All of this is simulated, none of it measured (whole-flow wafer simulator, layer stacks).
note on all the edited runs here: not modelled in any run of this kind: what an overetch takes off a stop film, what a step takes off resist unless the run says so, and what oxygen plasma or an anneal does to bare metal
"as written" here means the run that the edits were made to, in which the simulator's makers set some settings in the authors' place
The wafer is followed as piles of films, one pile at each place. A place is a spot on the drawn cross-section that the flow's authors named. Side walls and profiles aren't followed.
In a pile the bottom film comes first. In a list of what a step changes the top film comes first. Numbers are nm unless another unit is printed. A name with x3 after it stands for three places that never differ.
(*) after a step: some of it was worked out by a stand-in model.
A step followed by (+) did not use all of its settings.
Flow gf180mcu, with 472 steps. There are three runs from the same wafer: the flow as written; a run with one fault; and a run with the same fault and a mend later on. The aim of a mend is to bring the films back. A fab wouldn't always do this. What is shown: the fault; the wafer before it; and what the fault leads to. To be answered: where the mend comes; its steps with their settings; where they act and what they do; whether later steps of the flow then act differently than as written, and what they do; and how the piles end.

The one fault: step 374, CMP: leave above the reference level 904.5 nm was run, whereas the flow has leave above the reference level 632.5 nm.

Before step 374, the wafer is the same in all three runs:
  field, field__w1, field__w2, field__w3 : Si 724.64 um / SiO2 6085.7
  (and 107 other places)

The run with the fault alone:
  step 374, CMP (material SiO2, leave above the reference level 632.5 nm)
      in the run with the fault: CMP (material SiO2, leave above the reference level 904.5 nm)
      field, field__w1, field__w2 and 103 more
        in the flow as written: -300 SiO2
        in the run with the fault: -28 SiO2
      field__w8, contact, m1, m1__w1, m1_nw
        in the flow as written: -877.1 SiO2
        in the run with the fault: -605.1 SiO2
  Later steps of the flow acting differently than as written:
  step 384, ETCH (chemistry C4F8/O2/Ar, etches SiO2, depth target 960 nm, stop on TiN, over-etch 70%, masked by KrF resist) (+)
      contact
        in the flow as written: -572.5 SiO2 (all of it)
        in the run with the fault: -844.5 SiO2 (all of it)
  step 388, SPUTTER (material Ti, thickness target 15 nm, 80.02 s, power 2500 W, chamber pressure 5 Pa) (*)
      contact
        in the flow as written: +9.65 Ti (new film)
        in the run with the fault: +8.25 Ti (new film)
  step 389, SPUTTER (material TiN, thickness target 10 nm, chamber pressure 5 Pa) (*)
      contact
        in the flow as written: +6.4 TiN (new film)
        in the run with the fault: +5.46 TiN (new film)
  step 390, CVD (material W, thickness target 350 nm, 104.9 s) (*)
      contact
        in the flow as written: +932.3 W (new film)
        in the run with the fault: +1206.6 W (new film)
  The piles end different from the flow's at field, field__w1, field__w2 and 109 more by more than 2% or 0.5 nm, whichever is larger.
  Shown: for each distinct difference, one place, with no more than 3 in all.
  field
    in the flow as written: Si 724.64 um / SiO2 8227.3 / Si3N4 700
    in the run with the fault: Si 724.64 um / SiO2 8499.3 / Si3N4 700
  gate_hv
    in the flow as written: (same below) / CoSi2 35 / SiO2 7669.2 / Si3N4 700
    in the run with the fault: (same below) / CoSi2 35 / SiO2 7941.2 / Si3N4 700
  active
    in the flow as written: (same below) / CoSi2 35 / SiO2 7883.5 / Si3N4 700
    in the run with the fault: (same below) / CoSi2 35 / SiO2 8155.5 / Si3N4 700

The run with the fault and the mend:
  The mend stands after step 374.
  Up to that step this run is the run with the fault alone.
  step 374a, CMP (material SiO2, leave above the reference level 632.5 nm) (the flow's step 374 again)
      field, field__w1, field__w2 and 108 more
        -272 SiO2
  Every later step of the flow that is run acts as written at every place that is followed.
  By the end, the piles equal the flow's at every place that both follow.
